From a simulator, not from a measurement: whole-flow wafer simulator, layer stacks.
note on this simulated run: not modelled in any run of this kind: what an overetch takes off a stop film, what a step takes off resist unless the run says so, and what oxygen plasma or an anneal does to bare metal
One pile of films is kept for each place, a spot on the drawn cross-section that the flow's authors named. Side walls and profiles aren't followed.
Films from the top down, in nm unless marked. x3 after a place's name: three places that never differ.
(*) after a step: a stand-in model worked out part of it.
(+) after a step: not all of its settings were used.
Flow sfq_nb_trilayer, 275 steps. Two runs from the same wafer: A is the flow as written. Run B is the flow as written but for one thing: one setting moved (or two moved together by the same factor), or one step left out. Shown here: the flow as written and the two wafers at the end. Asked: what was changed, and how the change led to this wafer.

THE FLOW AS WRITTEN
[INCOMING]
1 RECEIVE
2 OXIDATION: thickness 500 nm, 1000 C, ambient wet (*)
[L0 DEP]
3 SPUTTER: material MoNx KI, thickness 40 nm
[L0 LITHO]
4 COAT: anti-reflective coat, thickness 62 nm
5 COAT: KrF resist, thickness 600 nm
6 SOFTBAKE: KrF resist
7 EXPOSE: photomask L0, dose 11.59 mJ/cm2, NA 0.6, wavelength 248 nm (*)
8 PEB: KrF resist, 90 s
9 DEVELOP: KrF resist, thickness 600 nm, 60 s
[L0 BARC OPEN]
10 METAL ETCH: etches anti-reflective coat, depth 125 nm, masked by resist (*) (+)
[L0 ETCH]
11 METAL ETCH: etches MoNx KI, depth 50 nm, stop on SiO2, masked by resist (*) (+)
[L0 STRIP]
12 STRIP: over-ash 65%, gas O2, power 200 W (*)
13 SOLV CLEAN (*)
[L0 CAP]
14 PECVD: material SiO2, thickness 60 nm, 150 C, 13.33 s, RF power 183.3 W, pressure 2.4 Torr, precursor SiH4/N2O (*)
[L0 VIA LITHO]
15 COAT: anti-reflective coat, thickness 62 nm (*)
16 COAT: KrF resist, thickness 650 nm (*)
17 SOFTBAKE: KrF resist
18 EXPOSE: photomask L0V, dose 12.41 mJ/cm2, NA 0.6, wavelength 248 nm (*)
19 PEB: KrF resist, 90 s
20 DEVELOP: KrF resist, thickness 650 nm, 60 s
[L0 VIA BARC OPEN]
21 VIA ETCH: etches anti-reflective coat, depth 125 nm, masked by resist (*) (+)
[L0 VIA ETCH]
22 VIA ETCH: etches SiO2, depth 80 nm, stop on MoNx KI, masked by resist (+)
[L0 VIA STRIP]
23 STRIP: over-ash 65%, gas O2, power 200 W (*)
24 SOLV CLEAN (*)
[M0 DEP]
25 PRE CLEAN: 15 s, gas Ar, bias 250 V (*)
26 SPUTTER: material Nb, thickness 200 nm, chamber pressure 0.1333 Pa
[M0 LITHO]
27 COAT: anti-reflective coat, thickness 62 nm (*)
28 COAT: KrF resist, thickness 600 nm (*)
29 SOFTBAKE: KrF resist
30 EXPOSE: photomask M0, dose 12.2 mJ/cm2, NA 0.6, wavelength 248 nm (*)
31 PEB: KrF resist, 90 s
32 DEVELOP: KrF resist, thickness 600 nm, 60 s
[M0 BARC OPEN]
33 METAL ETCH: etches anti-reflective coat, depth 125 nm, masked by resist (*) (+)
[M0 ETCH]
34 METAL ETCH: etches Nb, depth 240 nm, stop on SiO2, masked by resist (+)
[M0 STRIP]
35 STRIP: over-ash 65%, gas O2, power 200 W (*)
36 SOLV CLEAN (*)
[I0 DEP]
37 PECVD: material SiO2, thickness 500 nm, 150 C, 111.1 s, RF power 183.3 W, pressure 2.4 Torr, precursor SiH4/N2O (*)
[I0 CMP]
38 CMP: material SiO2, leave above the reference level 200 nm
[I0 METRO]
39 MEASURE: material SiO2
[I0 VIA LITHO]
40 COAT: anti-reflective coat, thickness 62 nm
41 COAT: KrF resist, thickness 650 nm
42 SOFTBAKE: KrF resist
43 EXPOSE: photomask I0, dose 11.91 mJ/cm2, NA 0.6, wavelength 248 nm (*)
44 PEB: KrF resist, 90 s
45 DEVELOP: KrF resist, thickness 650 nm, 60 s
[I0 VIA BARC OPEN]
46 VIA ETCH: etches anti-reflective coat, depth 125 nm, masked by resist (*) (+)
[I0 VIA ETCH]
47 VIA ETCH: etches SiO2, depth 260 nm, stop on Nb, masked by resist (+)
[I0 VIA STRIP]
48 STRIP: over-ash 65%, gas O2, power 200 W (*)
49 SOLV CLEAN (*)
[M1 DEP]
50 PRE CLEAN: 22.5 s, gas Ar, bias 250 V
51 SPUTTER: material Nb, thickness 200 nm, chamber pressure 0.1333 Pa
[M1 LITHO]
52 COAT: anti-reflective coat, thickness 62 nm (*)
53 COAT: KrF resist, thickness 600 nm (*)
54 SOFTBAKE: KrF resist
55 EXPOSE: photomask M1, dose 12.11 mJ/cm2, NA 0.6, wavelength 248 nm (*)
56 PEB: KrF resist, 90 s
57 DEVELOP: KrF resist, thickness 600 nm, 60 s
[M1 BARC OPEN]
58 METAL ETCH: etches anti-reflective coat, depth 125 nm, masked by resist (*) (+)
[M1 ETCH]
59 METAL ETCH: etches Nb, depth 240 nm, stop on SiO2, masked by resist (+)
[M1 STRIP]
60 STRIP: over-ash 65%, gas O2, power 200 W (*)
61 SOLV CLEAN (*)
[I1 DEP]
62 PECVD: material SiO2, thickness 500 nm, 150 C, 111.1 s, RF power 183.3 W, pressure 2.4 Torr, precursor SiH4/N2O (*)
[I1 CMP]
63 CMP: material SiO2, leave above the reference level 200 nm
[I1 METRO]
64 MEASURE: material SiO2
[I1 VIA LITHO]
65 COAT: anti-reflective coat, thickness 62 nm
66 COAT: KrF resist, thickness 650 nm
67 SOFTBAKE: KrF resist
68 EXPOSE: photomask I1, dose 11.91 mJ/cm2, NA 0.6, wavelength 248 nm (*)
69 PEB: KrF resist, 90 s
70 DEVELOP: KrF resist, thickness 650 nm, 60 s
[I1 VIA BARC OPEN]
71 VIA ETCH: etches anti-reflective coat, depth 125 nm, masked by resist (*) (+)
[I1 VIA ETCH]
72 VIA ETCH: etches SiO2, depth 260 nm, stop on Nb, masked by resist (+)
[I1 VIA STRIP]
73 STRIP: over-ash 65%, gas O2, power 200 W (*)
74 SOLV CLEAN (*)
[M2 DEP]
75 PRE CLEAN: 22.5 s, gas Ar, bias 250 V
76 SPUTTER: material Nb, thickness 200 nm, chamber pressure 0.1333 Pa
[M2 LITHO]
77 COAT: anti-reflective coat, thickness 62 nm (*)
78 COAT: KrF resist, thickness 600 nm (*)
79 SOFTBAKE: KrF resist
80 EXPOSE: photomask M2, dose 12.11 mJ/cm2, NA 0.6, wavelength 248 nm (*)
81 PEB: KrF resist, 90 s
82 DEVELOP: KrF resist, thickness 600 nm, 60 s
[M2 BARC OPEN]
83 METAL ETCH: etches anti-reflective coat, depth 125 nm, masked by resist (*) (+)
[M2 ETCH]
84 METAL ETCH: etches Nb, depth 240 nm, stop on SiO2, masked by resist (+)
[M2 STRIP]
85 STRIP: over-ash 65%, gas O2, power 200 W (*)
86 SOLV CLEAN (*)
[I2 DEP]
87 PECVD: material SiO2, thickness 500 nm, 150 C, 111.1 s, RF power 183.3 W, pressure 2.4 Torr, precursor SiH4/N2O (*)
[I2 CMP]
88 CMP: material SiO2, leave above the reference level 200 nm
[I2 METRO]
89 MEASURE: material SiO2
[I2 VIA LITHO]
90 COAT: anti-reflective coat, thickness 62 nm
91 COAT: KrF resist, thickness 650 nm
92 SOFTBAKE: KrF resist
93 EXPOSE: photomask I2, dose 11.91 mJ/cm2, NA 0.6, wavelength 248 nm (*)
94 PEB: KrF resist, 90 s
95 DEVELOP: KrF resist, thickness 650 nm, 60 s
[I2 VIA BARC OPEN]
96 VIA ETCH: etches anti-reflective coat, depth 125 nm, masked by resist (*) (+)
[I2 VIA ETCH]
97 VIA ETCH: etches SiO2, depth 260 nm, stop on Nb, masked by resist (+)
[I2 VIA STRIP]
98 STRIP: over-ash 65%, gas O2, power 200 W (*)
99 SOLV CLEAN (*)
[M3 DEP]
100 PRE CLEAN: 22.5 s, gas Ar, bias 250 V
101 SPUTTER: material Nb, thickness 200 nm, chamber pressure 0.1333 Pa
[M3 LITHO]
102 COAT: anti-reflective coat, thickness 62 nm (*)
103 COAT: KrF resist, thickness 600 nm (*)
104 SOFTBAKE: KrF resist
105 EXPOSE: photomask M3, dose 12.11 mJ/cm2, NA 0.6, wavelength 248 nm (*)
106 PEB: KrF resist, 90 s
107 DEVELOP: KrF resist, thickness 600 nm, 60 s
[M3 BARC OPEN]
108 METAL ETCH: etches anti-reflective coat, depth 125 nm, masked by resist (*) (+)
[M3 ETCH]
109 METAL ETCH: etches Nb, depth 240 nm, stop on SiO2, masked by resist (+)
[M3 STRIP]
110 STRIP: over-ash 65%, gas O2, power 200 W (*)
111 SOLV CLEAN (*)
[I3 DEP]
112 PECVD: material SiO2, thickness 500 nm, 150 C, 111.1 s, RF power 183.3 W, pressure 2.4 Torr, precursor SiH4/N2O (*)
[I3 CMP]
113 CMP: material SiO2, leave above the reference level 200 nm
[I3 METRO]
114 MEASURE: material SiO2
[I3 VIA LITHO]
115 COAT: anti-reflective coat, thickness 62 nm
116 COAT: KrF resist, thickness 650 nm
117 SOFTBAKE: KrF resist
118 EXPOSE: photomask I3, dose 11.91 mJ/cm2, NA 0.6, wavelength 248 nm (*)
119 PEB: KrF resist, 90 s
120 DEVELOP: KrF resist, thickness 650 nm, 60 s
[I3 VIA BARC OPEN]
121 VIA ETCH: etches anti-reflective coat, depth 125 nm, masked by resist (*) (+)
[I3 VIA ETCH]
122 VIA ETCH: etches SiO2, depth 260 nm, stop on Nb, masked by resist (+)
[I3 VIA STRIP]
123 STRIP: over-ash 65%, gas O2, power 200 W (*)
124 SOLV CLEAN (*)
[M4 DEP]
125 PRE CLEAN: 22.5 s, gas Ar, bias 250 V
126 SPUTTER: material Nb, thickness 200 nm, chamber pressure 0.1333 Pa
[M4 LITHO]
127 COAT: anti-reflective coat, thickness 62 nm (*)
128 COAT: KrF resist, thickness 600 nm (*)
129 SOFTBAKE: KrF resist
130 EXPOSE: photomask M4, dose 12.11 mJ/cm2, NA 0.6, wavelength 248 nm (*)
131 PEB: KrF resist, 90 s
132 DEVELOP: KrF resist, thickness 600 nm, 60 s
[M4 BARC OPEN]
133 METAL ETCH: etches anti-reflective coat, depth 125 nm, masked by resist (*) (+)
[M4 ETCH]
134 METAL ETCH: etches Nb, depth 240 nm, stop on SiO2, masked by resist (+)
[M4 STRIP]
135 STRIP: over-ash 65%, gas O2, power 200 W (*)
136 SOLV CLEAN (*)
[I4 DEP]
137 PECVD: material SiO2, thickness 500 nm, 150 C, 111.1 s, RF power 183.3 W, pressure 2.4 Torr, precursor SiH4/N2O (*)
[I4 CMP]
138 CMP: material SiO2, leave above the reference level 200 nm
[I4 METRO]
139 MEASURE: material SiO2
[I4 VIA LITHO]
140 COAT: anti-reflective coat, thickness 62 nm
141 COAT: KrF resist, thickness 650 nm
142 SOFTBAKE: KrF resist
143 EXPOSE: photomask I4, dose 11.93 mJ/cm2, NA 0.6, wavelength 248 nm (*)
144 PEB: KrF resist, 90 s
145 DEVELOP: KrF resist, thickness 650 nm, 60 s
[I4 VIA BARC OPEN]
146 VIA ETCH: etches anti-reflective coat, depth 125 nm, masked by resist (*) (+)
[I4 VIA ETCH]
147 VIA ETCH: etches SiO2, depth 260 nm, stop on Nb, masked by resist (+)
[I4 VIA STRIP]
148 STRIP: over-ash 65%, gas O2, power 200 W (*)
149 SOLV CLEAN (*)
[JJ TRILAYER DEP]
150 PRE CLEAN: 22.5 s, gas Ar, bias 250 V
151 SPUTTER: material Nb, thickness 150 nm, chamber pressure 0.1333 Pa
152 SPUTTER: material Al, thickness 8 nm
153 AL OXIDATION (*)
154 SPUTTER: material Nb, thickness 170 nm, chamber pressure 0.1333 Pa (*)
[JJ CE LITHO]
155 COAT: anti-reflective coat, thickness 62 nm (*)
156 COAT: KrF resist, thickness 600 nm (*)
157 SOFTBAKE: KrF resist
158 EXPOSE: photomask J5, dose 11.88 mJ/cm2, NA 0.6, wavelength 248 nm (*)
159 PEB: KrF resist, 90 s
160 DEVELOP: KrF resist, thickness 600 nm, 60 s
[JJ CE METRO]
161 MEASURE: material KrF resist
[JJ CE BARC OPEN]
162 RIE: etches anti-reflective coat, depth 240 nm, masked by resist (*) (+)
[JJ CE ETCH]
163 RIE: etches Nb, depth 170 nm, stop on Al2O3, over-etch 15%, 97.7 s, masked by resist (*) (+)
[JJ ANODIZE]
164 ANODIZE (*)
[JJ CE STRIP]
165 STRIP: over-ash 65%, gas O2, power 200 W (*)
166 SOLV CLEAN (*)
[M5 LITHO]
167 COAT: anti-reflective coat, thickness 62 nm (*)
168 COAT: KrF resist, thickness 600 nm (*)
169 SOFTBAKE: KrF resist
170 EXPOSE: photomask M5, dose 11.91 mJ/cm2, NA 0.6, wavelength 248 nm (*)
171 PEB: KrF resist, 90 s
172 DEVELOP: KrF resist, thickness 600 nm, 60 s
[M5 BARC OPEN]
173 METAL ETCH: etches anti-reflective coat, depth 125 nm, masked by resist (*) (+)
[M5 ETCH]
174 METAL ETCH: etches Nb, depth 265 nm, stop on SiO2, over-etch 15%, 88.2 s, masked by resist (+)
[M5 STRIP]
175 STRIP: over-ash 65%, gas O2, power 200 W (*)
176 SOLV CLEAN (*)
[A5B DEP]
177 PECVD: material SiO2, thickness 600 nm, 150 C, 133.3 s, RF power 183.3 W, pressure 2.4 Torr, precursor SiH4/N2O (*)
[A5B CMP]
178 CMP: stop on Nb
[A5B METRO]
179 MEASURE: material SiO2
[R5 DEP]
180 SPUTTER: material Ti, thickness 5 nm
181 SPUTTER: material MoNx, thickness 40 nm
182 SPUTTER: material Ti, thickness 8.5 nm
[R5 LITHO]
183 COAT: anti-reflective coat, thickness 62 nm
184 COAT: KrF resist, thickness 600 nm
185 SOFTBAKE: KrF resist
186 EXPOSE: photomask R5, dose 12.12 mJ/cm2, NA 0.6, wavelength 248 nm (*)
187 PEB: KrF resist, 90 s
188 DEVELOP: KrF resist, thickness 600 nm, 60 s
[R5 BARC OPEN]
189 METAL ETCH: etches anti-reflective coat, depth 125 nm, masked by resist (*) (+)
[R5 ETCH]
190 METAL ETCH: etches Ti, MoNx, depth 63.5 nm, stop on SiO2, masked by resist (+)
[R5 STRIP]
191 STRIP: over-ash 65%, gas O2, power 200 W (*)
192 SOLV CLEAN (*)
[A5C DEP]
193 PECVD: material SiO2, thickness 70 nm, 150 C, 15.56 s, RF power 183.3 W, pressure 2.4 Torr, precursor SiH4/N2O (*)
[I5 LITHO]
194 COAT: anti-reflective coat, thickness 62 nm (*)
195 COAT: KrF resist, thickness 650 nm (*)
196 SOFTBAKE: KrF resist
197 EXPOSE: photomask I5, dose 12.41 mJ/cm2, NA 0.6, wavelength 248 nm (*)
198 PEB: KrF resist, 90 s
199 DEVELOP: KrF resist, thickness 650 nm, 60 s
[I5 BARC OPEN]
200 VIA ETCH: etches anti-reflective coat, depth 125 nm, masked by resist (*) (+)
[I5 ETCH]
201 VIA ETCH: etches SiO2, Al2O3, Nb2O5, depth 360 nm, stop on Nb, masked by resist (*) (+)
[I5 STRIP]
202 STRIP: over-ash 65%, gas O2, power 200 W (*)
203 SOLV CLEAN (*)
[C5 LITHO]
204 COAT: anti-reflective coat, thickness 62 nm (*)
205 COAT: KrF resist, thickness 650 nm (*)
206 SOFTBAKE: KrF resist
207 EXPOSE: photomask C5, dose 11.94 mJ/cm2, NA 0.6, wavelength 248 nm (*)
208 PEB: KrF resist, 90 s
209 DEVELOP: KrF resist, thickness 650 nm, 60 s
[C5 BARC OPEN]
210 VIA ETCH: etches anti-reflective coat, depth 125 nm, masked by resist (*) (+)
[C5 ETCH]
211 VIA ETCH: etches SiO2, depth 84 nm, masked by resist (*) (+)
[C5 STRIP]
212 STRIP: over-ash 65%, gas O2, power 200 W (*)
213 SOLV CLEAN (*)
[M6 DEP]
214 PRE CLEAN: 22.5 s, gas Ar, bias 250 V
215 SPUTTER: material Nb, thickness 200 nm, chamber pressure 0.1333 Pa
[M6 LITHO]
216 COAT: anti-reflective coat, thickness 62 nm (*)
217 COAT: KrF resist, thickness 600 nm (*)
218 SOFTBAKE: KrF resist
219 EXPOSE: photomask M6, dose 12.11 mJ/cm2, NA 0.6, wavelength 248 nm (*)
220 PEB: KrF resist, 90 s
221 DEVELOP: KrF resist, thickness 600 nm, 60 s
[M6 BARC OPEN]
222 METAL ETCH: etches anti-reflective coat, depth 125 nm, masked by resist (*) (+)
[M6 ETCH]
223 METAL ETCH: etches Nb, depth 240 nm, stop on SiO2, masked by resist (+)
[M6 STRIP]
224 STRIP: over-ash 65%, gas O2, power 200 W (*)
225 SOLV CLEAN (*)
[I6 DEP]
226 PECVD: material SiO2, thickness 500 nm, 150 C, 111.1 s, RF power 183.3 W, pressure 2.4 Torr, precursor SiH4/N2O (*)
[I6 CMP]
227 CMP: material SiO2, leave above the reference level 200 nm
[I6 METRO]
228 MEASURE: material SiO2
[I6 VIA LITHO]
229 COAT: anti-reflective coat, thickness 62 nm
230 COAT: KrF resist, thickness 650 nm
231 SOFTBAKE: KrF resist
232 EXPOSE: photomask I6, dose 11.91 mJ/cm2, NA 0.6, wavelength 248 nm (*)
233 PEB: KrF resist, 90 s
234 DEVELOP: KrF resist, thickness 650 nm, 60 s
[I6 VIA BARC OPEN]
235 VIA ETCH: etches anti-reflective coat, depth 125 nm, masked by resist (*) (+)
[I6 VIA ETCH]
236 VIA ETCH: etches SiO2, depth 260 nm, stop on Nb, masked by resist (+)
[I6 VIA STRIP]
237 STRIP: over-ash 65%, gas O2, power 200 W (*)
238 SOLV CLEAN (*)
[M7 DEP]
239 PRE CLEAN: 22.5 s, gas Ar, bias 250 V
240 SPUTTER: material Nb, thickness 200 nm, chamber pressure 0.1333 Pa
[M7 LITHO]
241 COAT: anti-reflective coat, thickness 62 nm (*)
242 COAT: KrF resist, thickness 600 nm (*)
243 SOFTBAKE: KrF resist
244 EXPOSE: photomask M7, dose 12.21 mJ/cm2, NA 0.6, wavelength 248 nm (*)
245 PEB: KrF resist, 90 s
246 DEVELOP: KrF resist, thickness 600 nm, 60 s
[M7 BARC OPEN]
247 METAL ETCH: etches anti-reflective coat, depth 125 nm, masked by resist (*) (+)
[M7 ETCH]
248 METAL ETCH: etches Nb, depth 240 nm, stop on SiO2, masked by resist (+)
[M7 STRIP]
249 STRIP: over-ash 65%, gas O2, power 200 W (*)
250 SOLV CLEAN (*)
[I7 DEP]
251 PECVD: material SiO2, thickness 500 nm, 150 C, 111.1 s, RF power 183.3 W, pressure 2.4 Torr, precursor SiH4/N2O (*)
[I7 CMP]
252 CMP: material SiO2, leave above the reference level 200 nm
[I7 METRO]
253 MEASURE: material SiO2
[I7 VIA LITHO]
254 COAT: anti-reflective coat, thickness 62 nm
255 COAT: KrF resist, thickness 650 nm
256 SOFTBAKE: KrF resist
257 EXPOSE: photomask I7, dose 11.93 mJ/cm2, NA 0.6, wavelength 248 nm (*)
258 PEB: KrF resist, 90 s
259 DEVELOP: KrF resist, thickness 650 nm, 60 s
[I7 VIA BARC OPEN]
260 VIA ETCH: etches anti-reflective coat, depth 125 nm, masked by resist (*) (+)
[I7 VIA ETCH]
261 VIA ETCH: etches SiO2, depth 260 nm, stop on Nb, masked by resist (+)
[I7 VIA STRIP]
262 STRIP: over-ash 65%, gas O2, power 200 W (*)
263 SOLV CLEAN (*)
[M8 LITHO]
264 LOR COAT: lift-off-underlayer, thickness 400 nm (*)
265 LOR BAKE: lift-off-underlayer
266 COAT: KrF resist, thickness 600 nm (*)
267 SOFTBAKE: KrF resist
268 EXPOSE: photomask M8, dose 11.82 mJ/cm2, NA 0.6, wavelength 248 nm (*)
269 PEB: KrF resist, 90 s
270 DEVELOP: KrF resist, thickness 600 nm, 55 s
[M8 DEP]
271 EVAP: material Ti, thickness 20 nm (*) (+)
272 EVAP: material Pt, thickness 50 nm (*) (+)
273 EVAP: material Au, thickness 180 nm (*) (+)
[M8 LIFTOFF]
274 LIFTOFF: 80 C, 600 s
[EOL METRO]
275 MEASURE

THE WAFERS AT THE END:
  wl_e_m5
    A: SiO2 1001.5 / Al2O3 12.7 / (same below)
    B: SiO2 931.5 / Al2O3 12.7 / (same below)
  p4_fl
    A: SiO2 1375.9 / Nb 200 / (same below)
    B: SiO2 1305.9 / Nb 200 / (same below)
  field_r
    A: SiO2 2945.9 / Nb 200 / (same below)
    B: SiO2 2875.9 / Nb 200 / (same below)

The cause: step 240, SPUTTER: thickness 130 nm was run, where the flow has thickness 200 nm.

How the change led to this, step by step:
  240 SPUTTER: material Nb, thickness 200 nm, chamber pressure 0.1333 Pa
      field_l, v_sur, via_wl and 102 more: A Nb +200 (new film) | B Nb +130 (new film)
      via_v: A Nb +161.1 | B Nb +104.6
  241 COAT: anti-reflective coat, thickness 62 nm (*)
      via_v: A anti-reflective coat +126 (new film) | B anti-reflective coat +122.1 (new film)
  248 METAL ETCH: etches Nb, depth 240 nm, stop on SiO2, masked by resist (+)
      field_l, field_r, lsp_l and 62 more: A Nb -200 (all of it) | B Nb -130 (all of it)
      v_sur, via_wl, via_w and 38 more: A KrF resist -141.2 | B KrF resist -114.7
  249 STRIP: over-ash 65%, gas O2, power 200 W (*)
      wl_j_sl, wl_jj, wl_j_sr and 14 more: A KrF resist -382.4 (all of it), anti-reflective coat -62 (all of it) | B KrF resist -408.9 (all of it), anti-reflective coat -62 (all of it)
      ln_m5, lsp_m, ln_m6, lsp_r: A KrF resist -381.9 (all of it), anti-reflective coat -61.8 (all of it) | B KrF resist -408.4 (all of it), anti-reflective coat -61.8 (all of it)
      (and at 20 more places)
  251 PECVD: material SiO2, thickness 500 nm, 150 C, 111.1 s, RF power 183.3 W, pressure 2.4 Torr, precursor SiH4/N2O (*)
      m7r_space_l x2: A SiO2 +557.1 | B SiO2 +500
      via_v: A SiO2 +621 (new film) | B SiO2 +600 (new film)
  252 CMP: material SiO2, leave above the reference level 200 nm
      field_l, p4_fl, p4_fm and 56 more: A SiO2 -100 | B SiO2 -170
      field_r, lsp_l: A SiO2 -77.7 | B SiO2 -155.5
      (and at 5 more places)
